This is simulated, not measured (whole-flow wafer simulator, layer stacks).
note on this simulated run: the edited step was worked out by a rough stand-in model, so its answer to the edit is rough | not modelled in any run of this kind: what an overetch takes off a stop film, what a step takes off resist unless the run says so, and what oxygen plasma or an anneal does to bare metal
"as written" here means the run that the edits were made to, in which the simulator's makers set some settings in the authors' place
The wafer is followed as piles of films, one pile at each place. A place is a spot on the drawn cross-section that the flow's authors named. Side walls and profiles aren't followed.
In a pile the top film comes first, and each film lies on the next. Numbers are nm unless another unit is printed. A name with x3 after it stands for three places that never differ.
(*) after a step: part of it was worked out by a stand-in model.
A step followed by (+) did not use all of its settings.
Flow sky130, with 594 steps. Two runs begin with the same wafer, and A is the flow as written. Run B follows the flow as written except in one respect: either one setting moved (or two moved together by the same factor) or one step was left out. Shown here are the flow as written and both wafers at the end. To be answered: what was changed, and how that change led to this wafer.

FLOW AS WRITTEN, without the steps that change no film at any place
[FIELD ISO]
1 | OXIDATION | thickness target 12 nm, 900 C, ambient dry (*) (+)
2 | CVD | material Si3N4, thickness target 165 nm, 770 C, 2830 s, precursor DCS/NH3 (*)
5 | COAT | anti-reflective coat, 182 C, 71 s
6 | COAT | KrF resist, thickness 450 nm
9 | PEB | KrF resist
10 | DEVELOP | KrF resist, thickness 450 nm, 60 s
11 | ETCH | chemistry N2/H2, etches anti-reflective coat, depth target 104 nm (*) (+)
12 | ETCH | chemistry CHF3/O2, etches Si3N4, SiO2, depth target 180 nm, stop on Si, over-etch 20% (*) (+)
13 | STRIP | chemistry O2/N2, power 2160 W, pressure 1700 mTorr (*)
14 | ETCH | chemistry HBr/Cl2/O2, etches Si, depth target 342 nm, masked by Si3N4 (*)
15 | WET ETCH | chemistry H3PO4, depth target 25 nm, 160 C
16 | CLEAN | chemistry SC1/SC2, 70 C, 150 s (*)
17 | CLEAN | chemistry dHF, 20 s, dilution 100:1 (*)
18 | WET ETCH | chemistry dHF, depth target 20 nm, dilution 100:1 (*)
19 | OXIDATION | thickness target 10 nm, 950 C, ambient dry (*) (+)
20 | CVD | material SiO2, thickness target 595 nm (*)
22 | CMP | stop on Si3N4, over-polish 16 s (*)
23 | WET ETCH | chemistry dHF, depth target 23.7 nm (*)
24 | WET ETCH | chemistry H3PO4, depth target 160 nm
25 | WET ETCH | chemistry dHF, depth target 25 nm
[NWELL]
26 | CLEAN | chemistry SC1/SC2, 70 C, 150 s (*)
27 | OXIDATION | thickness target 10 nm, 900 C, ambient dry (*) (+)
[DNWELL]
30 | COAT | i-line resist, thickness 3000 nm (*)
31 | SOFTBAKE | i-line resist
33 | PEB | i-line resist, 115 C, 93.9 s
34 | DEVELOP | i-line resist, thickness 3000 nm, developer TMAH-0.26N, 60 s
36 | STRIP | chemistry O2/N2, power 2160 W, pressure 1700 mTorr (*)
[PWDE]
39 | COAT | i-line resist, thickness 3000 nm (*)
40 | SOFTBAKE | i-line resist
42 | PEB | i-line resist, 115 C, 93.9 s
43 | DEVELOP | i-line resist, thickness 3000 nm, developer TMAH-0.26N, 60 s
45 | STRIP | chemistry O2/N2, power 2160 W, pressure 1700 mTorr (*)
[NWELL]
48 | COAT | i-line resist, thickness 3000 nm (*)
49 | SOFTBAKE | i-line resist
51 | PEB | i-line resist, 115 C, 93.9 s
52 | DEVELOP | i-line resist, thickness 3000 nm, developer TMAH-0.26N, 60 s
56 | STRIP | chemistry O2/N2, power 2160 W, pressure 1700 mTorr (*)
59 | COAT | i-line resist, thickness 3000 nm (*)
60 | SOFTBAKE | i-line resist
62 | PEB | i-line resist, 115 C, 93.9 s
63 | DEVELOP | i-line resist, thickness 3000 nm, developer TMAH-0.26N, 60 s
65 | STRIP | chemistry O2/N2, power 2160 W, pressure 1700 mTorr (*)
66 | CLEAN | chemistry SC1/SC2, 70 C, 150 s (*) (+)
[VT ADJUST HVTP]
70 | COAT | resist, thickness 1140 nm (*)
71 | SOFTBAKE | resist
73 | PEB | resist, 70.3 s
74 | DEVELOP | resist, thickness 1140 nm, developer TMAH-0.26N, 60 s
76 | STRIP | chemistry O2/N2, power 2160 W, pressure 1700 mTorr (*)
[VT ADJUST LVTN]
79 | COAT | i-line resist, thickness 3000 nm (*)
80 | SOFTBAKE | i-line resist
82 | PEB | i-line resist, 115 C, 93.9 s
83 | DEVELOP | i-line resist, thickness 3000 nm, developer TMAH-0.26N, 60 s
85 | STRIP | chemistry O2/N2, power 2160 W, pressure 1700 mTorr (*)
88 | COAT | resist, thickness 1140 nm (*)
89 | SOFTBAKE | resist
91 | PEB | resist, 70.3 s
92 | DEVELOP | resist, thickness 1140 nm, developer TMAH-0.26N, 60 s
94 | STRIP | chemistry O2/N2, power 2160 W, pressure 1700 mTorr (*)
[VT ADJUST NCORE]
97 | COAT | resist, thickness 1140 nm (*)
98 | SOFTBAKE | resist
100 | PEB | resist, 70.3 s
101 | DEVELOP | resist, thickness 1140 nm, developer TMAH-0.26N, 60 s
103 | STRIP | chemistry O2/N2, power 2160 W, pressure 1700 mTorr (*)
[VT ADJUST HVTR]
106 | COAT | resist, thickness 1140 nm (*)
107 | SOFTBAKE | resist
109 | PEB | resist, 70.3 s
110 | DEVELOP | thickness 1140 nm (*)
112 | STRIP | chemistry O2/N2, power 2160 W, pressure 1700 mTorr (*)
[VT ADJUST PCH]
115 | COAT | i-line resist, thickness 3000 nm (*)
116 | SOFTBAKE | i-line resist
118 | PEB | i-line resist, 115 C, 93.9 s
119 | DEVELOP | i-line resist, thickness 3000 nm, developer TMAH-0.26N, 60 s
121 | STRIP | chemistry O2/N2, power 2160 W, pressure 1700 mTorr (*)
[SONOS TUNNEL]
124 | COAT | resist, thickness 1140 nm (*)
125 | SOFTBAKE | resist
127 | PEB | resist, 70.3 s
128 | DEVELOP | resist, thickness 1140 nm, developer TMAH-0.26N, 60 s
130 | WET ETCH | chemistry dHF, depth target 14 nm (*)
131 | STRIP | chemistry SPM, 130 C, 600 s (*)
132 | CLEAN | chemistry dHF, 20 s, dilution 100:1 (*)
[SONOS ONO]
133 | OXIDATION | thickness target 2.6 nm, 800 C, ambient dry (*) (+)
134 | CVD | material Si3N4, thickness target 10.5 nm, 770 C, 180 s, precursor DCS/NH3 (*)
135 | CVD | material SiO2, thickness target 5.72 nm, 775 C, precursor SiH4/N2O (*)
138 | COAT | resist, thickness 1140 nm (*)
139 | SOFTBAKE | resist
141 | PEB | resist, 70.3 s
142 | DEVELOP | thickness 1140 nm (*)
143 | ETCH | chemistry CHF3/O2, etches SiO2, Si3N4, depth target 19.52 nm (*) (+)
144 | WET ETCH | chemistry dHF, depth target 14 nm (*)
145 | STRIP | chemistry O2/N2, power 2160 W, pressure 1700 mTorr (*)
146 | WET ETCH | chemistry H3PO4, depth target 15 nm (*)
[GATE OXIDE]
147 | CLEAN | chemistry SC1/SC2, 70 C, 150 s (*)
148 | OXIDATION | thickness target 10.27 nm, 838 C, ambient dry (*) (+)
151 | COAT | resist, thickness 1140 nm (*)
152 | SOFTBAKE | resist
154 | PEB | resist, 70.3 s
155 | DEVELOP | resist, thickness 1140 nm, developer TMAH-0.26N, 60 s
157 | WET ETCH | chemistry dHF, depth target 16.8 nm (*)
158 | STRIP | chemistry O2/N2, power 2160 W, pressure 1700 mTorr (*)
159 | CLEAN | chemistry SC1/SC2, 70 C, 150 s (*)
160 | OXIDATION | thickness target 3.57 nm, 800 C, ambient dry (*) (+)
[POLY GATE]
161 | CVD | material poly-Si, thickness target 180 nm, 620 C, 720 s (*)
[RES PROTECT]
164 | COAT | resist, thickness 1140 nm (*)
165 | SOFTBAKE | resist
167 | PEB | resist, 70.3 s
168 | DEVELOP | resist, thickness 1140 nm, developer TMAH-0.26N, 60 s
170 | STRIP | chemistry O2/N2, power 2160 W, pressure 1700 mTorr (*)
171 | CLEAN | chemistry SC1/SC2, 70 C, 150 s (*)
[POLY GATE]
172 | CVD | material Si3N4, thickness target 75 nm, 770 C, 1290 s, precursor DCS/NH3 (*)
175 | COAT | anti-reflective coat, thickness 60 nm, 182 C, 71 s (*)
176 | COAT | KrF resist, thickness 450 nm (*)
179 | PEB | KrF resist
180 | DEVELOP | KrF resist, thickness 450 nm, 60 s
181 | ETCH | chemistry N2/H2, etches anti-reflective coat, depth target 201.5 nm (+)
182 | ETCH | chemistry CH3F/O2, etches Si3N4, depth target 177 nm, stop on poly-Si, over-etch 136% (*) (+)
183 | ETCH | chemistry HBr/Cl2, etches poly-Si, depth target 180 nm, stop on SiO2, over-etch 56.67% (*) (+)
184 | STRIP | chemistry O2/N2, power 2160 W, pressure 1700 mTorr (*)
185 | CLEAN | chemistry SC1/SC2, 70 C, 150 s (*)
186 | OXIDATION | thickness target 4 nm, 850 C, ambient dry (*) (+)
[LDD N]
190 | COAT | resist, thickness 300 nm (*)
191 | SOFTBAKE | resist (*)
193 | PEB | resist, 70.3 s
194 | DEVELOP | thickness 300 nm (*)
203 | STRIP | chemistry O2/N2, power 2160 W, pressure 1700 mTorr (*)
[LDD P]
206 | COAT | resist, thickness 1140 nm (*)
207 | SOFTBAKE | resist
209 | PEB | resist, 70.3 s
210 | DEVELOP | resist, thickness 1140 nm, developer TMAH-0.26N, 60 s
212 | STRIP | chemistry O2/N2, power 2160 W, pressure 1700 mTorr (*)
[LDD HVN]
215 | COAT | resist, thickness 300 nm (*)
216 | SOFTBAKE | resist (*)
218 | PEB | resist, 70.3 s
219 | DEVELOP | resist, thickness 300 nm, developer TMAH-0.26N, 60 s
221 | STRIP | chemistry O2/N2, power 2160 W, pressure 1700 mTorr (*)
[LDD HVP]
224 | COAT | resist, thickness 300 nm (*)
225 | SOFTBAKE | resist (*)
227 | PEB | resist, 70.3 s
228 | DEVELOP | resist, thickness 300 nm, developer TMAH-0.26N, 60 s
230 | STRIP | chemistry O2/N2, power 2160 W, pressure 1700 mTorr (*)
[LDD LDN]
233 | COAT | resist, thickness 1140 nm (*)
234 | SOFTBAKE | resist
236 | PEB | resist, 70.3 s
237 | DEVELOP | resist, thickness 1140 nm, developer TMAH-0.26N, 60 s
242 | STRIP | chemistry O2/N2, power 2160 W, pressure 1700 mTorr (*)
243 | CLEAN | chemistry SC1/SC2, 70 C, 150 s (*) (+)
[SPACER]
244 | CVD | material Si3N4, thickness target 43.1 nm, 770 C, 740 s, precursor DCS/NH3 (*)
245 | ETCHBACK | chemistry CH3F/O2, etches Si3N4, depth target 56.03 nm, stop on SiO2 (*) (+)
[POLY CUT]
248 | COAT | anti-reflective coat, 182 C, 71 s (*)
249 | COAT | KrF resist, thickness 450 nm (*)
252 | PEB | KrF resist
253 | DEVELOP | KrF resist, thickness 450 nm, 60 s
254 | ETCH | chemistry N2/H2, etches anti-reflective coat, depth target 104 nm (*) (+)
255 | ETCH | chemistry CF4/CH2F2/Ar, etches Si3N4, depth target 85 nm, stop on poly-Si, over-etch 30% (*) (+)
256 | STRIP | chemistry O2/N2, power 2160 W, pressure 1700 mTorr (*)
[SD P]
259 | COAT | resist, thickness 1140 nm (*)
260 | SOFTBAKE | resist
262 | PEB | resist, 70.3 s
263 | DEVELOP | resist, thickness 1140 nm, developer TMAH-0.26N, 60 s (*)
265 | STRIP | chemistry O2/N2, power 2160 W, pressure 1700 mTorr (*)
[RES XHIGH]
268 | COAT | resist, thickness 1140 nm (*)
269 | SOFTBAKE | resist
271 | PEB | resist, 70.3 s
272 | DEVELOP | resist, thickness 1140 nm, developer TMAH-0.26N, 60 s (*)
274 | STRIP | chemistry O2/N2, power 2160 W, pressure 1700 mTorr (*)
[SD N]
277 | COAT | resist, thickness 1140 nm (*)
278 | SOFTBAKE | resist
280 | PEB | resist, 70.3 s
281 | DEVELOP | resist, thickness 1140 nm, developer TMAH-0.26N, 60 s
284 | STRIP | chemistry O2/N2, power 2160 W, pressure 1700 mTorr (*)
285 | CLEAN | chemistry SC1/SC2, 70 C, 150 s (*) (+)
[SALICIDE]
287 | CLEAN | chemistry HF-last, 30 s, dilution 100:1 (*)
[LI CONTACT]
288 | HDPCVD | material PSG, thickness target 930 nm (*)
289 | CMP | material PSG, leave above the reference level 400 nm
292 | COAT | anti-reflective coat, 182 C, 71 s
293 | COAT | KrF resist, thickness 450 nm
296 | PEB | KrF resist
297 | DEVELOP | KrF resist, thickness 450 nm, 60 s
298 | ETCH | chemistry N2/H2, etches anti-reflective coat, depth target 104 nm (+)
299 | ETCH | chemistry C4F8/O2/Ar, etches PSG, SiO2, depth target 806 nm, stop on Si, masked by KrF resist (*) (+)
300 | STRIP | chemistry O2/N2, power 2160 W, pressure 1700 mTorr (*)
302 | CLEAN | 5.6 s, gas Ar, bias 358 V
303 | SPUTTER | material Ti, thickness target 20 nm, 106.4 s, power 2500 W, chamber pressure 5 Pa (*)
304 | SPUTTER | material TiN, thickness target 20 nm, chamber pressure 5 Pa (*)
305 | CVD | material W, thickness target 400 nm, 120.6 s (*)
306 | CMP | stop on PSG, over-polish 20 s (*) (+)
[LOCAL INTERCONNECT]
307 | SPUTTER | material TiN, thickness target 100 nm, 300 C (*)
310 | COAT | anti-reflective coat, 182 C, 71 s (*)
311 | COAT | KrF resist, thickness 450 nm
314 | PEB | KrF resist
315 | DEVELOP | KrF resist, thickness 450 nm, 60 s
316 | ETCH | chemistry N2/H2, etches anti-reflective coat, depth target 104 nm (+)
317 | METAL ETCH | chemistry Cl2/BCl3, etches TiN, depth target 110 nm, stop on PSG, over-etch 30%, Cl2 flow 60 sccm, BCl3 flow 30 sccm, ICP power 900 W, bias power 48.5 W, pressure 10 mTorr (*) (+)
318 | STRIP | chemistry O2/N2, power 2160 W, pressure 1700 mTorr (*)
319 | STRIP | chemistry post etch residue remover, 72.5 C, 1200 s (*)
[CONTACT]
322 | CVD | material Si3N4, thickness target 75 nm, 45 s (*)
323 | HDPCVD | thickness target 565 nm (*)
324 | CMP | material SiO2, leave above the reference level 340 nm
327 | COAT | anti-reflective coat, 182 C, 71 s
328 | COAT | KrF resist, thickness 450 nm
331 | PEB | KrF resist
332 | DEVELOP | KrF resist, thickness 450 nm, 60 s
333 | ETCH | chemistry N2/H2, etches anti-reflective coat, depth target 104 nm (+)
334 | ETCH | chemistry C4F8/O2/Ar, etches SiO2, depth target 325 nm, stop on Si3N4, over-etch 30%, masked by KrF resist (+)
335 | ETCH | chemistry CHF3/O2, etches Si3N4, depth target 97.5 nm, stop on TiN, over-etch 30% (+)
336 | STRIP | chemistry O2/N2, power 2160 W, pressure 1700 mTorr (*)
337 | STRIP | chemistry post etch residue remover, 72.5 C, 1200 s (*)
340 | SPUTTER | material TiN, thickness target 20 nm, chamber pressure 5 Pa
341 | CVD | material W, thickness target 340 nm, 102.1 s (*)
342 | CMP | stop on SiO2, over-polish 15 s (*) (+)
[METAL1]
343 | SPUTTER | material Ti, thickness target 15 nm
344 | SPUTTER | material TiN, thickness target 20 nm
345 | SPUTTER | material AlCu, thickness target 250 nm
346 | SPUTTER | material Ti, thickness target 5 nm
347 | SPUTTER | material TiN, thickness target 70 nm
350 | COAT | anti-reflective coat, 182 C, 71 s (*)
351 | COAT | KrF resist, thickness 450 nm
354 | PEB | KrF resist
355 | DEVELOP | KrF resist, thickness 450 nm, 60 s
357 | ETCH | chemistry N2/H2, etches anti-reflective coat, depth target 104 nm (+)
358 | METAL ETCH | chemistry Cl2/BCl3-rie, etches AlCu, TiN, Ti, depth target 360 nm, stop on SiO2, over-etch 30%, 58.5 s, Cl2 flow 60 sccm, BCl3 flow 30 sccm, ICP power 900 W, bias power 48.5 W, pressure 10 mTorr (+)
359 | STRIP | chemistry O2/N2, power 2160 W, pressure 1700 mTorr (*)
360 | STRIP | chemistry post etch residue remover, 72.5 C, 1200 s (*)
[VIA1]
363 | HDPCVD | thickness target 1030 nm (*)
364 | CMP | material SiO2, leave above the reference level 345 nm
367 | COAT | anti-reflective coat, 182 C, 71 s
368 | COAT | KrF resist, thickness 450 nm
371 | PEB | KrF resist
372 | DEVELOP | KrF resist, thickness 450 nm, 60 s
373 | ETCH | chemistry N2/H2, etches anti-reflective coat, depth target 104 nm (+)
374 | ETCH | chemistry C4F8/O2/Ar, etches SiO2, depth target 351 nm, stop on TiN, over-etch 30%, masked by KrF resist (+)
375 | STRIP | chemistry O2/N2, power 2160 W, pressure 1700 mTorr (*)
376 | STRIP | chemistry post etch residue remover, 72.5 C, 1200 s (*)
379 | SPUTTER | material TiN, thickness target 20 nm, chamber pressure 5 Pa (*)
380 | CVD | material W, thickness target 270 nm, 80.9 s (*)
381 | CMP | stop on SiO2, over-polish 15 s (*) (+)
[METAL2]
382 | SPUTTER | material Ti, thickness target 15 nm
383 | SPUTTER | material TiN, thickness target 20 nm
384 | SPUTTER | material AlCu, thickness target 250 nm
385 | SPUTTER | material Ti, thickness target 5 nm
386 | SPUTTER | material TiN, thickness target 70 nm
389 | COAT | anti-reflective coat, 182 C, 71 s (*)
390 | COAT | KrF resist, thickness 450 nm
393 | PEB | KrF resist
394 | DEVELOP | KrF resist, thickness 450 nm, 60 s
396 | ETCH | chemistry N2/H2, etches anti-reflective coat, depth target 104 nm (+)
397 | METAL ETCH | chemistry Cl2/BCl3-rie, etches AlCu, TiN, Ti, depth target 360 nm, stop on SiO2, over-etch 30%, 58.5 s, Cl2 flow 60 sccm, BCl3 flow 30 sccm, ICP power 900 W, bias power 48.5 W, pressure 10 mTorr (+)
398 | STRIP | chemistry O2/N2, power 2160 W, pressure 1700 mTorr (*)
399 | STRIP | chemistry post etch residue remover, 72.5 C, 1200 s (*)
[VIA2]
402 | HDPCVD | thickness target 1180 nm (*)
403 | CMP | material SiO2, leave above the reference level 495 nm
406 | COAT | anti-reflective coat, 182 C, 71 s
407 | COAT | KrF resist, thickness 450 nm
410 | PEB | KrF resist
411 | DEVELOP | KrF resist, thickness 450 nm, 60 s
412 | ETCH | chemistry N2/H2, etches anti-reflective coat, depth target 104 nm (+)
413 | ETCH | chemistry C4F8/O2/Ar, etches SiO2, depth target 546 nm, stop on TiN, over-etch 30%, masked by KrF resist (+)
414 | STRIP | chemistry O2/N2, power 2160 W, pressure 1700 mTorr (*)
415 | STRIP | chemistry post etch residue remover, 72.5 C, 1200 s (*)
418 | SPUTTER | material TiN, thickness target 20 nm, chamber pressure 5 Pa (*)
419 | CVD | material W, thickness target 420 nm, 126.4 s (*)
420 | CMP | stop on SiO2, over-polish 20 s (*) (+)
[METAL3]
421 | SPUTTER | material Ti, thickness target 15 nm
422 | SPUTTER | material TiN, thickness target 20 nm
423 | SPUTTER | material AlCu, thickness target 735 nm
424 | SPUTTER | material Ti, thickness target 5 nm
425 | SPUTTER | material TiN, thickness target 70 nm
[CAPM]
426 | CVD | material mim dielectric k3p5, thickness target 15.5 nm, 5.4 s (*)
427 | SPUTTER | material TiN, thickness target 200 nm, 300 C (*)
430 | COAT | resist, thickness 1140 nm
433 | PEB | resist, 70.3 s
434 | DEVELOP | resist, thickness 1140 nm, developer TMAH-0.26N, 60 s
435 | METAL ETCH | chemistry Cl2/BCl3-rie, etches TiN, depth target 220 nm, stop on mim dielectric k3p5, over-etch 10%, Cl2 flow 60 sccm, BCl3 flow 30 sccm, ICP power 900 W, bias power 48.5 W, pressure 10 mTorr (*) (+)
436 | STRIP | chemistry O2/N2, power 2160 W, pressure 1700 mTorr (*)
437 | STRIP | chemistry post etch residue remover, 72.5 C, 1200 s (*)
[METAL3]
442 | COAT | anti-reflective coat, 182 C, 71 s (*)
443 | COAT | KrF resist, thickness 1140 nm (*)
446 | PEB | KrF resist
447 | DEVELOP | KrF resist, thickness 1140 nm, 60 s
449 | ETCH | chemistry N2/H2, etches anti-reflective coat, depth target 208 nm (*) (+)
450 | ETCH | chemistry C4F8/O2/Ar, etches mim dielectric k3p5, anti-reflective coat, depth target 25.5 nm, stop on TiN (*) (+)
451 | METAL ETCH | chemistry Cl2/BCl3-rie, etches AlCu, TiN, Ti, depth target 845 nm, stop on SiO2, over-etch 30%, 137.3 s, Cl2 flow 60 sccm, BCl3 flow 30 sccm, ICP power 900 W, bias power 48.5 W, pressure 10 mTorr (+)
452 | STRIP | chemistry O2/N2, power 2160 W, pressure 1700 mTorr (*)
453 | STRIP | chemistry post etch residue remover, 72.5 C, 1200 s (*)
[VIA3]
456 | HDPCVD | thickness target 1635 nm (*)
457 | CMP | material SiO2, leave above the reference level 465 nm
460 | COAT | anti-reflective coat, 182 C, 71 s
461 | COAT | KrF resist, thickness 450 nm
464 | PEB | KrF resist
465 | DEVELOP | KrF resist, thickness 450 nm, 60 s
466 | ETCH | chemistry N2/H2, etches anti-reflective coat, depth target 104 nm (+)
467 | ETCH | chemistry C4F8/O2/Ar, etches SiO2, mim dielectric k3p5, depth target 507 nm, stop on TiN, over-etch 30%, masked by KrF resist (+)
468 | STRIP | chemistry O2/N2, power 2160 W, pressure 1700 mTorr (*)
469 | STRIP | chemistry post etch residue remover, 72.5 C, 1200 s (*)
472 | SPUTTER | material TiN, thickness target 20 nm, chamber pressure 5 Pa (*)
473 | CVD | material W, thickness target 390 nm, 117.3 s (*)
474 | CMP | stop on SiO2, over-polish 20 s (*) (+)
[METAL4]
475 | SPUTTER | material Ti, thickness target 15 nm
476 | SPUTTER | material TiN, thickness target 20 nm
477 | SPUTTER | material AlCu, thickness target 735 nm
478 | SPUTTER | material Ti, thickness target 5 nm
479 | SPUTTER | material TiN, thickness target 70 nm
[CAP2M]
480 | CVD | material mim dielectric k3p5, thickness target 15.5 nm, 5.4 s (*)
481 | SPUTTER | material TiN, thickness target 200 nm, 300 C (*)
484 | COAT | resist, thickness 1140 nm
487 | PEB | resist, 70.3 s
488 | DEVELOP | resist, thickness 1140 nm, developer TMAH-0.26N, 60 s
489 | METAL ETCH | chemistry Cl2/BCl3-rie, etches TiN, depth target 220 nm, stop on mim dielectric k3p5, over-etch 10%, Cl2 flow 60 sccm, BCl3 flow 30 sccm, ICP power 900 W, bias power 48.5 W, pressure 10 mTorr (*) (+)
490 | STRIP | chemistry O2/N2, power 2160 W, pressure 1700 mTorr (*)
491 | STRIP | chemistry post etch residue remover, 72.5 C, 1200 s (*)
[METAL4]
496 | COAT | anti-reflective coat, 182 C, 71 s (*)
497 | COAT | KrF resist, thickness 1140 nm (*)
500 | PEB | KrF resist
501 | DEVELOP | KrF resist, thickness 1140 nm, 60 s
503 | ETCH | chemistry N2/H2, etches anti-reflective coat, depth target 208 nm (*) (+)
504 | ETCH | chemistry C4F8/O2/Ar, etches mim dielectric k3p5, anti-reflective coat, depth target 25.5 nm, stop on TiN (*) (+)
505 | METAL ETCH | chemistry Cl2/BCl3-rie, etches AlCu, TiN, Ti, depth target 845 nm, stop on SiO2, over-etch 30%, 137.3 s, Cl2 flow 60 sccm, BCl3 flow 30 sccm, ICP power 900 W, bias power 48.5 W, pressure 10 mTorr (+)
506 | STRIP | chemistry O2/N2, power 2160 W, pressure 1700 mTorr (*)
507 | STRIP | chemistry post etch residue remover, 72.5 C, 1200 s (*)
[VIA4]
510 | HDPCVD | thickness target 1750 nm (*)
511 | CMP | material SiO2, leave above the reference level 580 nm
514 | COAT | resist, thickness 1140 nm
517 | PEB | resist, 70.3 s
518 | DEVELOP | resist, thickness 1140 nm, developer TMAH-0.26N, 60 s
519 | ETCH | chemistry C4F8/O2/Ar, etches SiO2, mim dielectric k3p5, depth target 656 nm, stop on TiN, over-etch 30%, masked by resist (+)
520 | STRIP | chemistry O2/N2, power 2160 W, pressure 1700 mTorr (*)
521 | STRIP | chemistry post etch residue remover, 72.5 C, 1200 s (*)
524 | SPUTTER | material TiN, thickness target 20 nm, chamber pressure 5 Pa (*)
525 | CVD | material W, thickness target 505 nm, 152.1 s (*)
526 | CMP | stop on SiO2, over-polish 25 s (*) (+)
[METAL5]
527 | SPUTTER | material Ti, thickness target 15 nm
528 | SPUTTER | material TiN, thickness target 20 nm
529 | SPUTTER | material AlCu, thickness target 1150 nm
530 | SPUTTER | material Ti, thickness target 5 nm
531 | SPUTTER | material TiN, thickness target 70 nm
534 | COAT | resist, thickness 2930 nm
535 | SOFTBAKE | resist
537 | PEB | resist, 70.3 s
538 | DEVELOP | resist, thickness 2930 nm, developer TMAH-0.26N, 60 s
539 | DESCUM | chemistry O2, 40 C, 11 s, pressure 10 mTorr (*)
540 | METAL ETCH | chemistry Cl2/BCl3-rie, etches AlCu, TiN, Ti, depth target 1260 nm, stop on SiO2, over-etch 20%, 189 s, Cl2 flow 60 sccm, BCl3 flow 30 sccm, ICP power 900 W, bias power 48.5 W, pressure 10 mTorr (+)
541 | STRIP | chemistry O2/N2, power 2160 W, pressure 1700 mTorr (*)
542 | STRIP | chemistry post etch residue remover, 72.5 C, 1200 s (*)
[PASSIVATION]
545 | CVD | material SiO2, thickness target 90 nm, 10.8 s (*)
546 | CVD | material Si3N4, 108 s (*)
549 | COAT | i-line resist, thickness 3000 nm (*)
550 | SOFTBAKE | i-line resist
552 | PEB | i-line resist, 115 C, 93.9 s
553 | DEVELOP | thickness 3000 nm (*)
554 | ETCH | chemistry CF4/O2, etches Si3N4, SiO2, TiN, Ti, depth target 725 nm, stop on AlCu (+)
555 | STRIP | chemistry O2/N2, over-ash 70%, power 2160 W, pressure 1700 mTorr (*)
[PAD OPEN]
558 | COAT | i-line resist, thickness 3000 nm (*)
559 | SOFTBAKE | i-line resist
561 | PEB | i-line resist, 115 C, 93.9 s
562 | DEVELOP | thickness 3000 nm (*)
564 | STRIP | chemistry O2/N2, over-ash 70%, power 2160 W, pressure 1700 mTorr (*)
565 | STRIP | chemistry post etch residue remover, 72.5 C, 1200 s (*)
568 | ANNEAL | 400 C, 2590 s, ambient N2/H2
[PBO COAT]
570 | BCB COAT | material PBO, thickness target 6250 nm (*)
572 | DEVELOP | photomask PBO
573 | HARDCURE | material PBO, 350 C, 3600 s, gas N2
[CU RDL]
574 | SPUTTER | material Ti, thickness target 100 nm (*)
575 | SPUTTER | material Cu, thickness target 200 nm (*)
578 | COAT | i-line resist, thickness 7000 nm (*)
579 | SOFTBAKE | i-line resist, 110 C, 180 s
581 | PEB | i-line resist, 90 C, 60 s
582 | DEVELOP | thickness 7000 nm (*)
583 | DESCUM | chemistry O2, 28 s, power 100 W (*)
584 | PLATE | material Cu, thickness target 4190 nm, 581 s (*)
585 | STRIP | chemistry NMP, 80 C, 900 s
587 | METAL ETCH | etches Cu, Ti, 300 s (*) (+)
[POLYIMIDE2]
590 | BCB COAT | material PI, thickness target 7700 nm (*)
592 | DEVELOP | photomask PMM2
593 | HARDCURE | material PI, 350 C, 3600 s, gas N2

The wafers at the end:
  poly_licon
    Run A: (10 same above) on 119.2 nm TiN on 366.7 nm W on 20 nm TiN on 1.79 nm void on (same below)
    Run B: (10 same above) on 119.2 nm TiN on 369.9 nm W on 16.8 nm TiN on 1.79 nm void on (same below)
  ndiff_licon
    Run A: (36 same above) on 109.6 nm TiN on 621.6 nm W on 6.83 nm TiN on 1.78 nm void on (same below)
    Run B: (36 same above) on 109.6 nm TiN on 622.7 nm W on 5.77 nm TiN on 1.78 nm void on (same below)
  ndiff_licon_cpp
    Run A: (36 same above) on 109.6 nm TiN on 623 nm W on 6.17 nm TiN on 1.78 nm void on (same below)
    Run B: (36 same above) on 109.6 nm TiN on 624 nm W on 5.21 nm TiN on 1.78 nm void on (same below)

Cause: step 304, SPUTTER: thickness target 16.8 nm was run, though the flow has thickness target 20 nm.
The wafer lets one read it off: poly_licon has TiN 16.8, and step 304 as written asks for 20 nm.

How this came from the change, step by step:
  304 | SPUTTER | material TiN, thickness target 20 nm, chamber pressure 5 Pa (*)
      field, active, n_well and 185 more: A +20 TiN (new film) | B +16.8 TiN (new film)
      ndiff_licon: A +6.83 TiN (new film) | B +5.77 TiN (new film)
      (also at 2 further places)
  306 | CMP | stop on PSG, over-polish 20 s (*) (+)
      field, active, n_well and 184 more: A -400 W (all of it), -20 TiN (all of it), -20 Ti (all of it), -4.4 PSG | B -400 W (all of it), -16.8 TiN (all of it), -20 Ti (all of it), -4.4 PSG
      poly_licon: A -33.3 W | B -30.1 W
